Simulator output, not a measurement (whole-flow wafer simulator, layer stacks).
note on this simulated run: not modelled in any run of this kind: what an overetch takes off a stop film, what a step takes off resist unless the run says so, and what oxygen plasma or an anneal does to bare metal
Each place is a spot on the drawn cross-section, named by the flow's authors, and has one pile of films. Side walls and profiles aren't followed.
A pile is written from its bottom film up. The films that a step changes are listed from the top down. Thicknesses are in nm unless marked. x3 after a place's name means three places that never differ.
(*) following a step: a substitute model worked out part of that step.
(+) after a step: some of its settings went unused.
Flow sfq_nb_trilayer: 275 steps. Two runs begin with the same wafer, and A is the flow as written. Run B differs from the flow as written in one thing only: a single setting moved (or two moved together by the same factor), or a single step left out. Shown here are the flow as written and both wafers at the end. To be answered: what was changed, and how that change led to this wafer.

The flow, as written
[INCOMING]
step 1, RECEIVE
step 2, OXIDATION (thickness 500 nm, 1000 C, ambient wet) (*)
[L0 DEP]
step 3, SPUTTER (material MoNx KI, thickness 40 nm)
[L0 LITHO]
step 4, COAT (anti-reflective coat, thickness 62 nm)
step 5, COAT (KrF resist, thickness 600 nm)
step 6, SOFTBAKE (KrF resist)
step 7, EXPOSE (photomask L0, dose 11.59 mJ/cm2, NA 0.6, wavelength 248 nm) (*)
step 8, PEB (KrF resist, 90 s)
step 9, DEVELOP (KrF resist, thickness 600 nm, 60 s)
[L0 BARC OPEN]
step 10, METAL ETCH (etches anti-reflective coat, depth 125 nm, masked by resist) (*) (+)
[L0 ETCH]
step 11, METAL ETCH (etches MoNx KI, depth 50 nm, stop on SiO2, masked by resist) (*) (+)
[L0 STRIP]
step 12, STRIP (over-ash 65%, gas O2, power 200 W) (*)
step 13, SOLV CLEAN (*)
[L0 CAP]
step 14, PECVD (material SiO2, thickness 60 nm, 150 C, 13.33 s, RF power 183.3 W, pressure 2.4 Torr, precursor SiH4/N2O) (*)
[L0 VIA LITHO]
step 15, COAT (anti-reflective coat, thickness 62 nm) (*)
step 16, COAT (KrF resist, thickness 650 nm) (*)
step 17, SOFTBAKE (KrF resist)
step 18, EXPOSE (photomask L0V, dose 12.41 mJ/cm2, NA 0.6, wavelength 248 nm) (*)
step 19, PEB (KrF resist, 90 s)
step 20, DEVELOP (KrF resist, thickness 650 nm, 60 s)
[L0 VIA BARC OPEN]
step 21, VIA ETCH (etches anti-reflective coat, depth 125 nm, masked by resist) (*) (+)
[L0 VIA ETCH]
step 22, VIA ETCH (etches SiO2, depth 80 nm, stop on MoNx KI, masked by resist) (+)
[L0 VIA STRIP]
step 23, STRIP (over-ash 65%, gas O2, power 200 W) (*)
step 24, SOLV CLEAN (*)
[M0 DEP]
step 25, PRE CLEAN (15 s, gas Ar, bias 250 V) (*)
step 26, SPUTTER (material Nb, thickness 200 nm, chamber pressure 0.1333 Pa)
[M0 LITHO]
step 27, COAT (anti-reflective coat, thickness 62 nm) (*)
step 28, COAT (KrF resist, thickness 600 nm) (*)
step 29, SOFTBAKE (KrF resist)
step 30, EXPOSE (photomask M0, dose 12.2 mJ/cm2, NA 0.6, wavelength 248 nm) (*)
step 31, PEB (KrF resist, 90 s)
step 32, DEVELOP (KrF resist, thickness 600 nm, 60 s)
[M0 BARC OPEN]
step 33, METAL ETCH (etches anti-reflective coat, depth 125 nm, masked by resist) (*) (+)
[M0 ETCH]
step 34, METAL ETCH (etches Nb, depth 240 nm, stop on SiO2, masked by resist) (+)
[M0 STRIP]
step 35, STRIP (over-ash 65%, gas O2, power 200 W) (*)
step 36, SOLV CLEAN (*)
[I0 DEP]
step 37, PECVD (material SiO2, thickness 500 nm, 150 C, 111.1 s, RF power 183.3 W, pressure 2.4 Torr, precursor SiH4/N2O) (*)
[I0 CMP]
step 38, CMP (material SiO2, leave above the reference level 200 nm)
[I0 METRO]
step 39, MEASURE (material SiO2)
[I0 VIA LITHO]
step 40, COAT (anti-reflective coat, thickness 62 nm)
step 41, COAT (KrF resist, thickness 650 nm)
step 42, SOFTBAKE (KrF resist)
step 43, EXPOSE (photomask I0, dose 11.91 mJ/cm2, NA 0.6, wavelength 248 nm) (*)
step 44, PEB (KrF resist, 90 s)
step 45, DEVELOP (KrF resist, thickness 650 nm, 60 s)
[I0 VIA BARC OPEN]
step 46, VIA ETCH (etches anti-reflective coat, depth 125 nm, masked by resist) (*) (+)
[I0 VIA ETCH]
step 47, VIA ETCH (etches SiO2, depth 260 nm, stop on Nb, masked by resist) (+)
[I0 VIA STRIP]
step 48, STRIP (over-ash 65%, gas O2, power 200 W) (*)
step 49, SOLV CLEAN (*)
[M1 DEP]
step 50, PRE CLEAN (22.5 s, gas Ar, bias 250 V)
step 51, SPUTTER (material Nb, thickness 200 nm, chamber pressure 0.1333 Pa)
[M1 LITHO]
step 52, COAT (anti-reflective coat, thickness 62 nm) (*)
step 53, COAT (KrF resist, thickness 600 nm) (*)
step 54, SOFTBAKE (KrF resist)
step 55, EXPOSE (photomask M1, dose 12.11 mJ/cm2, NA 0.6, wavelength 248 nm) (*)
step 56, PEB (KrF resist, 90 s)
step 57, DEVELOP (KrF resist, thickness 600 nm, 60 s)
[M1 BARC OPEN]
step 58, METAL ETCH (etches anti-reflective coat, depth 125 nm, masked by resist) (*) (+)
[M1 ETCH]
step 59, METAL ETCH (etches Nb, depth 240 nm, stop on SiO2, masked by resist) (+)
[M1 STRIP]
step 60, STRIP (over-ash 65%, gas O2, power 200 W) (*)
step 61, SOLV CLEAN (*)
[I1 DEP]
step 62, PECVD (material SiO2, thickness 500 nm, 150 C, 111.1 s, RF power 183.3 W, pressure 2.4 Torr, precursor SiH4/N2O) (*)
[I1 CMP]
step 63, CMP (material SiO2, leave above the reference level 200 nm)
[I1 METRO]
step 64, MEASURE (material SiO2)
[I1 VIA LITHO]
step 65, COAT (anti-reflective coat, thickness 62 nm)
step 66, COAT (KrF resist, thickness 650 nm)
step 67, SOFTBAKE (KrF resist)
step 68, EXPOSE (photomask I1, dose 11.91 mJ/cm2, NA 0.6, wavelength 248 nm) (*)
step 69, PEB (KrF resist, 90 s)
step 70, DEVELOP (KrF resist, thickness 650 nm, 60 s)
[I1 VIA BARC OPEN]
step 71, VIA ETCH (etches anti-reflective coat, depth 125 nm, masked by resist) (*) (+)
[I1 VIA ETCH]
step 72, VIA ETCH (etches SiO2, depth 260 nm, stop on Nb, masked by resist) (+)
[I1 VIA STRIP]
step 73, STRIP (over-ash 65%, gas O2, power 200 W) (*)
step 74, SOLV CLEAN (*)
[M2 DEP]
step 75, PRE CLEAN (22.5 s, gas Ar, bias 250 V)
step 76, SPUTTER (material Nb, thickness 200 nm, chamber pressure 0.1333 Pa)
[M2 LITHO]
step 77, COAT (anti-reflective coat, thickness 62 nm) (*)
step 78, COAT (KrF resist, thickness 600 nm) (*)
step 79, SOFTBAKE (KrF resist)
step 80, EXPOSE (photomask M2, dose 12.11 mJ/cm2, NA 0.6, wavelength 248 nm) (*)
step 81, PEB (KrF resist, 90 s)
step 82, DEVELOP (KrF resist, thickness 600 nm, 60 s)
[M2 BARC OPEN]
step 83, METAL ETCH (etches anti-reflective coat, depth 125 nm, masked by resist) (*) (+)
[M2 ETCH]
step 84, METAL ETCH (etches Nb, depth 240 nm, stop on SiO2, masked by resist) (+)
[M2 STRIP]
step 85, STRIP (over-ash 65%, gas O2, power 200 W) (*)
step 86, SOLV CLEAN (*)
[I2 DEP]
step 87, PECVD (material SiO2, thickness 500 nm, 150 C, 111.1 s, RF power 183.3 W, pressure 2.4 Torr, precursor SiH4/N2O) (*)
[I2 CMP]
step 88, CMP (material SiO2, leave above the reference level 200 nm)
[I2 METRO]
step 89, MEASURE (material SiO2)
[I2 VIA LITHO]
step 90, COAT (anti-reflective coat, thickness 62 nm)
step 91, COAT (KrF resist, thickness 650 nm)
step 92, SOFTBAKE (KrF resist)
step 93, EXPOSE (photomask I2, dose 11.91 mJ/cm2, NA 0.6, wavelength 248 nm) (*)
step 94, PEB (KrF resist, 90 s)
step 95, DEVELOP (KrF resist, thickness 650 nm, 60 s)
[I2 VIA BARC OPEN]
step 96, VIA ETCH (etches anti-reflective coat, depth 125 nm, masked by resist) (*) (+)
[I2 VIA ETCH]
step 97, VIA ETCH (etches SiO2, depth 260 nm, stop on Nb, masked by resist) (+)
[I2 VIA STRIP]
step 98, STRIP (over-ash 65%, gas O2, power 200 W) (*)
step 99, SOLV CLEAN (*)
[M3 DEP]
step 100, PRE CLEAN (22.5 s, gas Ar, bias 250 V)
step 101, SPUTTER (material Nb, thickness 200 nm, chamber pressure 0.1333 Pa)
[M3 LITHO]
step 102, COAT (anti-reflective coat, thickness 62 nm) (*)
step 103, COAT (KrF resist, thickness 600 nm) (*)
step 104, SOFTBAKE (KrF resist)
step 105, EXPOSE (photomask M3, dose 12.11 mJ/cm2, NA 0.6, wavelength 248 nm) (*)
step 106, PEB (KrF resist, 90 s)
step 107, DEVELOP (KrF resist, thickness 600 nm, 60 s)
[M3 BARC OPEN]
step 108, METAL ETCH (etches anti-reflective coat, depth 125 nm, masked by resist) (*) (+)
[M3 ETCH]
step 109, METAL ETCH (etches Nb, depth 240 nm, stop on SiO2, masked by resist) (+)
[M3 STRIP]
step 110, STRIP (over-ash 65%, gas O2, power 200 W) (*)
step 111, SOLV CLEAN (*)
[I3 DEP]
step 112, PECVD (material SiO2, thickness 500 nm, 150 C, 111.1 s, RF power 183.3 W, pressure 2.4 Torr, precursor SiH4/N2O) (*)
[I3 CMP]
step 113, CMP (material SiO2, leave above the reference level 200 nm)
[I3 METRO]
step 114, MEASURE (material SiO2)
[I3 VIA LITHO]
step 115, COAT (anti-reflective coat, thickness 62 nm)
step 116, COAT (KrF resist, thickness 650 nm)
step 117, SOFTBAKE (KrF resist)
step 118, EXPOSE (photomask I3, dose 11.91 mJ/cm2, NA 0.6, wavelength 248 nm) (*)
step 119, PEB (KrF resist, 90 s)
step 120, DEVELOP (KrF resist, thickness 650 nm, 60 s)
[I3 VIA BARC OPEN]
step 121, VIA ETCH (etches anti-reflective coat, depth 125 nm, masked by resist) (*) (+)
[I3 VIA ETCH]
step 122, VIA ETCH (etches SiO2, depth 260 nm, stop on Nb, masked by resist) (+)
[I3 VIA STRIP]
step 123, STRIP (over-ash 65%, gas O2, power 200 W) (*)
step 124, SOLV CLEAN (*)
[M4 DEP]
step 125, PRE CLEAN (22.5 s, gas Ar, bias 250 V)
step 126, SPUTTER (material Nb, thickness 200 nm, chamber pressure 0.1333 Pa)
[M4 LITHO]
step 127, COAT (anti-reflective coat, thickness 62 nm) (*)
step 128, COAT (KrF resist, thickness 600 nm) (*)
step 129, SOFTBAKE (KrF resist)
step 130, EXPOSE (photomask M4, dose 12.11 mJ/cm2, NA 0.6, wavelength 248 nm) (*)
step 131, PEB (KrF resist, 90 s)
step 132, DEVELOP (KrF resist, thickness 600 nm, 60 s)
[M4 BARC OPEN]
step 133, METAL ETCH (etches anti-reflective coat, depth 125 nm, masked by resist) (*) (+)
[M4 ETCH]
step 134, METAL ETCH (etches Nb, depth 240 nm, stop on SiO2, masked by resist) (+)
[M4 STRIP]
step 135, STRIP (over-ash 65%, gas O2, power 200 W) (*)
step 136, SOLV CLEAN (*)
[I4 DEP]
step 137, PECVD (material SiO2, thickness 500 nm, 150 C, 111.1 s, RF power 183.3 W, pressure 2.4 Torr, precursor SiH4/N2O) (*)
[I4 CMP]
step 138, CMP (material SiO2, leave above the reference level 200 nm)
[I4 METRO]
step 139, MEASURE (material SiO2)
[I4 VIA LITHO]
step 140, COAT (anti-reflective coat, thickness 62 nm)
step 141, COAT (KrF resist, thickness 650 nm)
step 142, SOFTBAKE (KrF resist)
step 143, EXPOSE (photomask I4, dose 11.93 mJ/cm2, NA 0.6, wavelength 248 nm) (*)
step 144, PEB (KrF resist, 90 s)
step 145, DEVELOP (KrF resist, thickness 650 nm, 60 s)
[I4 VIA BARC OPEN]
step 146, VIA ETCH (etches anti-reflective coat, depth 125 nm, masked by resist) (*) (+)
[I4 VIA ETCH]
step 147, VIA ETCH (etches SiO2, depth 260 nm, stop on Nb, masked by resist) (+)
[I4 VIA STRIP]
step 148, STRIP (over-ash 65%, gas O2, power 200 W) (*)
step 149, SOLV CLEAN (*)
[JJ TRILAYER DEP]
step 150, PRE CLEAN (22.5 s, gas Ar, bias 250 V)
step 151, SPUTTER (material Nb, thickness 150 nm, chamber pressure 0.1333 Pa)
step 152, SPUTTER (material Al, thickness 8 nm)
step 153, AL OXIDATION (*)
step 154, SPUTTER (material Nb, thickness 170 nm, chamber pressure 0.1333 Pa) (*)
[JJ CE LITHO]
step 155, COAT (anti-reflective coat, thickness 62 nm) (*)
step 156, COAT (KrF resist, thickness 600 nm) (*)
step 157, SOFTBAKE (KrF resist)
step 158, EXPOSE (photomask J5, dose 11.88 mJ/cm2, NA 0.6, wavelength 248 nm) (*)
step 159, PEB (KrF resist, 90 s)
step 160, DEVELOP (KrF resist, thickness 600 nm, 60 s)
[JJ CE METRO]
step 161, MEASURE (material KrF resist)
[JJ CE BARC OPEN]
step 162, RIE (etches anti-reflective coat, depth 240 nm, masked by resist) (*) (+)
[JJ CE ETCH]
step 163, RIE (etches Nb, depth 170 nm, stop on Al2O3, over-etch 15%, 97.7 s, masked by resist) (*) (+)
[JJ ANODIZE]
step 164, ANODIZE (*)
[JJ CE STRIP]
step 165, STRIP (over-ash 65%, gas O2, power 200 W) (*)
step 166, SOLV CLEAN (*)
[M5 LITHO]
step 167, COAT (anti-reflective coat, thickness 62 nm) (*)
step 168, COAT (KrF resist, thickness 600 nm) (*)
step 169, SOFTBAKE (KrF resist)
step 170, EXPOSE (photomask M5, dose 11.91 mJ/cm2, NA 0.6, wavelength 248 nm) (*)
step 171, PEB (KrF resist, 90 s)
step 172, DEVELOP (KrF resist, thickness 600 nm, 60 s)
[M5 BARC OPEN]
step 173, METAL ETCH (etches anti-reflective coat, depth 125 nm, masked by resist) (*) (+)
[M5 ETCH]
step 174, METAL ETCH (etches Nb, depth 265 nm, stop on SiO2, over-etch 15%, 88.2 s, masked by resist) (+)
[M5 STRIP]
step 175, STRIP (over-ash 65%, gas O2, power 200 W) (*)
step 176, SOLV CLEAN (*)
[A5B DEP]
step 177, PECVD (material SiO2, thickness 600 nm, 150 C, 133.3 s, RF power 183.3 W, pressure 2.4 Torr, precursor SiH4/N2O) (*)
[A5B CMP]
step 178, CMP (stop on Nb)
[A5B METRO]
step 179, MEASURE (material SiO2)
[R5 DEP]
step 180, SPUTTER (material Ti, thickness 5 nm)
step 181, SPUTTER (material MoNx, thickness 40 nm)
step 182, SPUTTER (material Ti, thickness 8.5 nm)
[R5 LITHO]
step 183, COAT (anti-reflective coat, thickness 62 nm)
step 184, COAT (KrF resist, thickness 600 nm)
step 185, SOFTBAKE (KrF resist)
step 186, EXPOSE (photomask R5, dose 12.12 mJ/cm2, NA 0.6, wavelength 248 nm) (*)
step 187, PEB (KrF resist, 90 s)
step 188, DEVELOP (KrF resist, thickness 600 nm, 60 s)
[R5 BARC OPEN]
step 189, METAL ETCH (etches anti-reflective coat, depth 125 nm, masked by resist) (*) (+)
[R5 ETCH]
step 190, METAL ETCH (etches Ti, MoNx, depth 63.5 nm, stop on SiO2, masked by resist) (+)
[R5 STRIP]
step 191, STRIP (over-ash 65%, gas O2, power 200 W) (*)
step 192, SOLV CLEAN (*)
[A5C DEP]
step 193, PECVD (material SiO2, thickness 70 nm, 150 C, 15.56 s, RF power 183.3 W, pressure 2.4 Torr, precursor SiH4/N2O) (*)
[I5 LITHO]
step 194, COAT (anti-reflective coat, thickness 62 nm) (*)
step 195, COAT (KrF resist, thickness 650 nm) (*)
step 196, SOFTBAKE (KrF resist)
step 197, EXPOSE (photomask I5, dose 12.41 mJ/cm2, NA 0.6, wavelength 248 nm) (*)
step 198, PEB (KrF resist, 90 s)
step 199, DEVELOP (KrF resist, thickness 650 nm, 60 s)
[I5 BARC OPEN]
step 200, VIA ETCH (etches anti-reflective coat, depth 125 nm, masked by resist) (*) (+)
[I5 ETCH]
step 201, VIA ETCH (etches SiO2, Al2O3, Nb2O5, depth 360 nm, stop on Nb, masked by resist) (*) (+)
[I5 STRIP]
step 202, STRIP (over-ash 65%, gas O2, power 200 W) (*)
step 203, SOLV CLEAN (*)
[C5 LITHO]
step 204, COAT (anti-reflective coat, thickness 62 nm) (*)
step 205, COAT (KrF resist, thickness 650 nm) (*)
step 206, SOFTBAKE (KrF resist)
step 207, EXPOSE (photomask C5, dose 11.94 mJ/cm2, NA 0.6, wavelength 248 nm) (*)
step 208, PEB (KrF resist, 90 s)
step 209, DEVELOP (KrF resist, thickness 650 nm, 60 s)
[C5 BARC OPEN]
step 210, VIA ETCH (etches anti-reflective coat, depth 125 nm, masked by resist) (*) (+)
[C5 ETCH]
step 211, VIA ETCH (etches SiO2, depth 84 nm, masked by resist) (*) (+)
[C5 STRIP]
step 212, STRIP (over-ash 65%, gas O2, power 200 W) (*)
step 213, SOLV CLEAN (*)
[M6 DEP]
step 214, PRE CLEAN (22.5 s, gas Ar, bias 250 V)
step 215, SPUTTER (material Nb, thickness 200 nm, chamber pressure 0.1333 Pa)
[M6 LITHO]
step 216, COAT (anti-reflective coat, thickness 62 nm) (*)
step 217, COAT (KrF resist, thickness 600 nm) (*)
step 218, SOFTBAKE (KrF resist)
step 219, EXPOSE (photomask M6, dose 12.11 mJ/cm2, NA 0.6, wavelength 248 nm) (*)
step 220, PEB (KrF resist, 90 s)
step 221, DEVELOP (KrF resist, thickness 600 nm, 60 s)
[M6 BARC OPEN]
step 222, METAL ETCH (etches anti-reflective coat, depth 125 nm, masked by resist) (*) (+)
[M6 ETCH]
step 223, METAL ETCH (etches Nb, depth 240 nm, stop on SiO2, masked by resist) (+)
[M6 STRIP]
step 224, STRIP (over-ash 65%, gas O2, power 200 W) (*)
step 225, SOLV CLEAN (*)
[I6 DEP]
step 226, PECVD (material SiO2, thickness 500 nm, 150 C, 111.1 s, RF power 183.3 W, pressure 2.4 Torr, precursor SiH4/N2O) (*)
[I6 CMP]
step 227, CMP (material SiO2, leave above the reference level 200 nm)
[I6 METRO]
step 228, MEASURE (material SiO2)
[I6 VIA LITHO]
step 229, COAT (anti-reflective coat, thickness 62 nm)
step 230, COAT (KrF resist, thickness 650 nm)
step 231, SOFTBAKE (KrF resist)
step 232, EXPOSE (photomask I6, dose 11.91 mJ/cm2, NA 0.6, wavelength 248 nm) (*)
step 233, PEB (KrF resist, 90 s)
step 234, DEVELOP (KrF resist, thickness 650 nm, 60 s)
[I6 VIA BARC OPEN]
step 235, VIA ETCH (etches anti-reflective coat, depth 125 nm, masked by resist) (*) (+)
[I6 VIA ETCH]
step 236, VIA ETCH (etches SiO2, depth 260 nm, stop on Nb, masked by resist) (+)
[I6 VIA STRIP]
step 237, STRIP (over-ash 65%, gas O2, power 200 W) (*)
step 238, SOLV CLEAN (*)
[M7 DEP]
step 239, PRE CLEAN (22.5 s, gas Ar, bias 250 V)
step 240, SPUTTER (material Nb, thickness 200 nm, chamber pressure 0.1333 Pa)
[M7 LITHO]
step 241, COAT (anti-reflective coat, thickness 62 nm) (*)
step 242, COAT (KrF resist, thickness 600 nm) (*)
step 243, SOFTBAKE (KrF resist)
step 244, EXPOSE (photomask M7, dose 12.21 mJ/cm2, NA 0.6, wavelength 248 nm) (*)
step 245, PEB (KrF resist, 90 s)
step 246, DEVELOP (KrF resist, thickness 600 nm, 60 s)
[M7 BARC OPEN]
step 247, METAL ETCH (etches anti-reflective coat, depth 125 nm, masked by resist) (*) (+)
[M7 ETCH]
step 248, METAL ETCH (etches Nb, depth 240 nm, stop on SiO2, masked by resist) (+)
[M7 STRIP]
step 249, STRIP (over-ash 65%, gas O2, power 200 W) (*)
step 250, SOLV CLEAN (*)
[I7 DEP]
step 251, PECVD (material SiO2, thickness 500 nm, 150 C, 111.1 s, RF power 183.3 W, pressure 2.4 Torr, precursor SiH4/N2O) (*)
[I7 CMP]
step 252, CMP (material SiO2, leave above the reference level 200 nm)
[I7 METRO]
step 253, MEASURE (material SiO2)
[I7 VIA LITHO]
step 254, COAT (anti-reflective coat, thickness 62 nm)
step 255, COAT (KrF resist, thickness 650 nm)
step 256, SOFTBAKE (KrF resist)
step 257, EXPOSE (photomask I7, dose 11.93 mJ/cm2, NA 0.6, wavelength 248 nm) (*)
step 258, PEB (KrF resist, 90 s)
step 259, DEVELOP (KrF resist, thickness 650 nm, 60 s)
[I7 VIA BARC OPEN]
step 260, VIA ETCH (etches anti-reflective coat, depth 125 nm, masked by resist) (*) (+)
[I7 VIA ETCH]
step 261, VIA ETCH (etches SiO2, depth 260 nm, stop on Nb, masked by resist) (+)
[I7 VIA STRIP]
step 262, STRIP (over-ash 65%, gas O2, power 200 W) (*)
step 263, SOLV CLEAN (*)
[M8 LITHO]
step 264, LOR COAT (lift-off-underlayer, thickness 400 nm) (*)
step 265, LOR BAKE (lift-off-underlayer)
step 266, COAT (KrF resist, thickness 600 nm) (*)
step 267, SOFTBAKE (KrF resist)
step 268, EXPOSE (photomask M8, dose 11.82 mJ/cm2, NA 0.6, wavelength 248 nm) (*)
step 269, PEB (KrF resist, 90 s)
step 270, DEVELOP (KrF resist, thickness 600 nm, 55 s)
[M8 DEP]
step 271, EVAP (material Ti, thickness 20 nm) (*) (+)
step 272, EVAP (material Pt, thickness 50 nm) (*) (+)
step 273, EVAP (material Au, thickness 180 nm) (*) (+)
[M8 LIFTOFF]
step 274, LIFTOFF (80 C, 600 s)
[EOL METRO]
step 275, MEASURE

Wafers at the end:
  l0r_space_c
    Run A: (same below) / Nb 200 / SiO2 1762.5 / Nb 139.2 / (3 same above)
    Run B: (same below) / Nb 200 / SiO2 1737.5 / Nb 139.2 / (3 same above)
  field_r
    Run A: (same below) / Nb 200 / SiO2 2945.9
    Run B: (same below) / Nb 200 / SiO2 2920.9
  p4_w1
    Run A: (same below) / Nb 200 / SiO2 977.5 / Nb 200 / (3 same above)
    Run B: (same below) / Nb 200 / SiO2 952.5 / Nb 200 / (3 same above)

Cause: step 76, SPUTTER: thickness 175 nm was run, though the flow has thickness 200 nm.

The path from the change to this, step by step:
  step 76, SPUTTER (material Nb, thickness 200 nm, chamber pressure 0.1333 Pa)
      field_l, v_sur, via_wl and 102 more: A +200 Nb (new film) | B +175 Nb (new film)
      via_v: A +174.5 Nb | B +153.1 Nb
  step 84, METAL ETCH (etches Nb, depth 240 nm, stop on SiO2, masked by resist) (+)
      field_l, be, be_sur and 81 more: A -200 Nb (all of it) | B -175 Nb (all of it)
  step 88, CMP (material SiO2, leave above the reference level 200 nm)
      field_l, be, be_sur and 81 more: A -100 SiO2 | B -125 SiO2
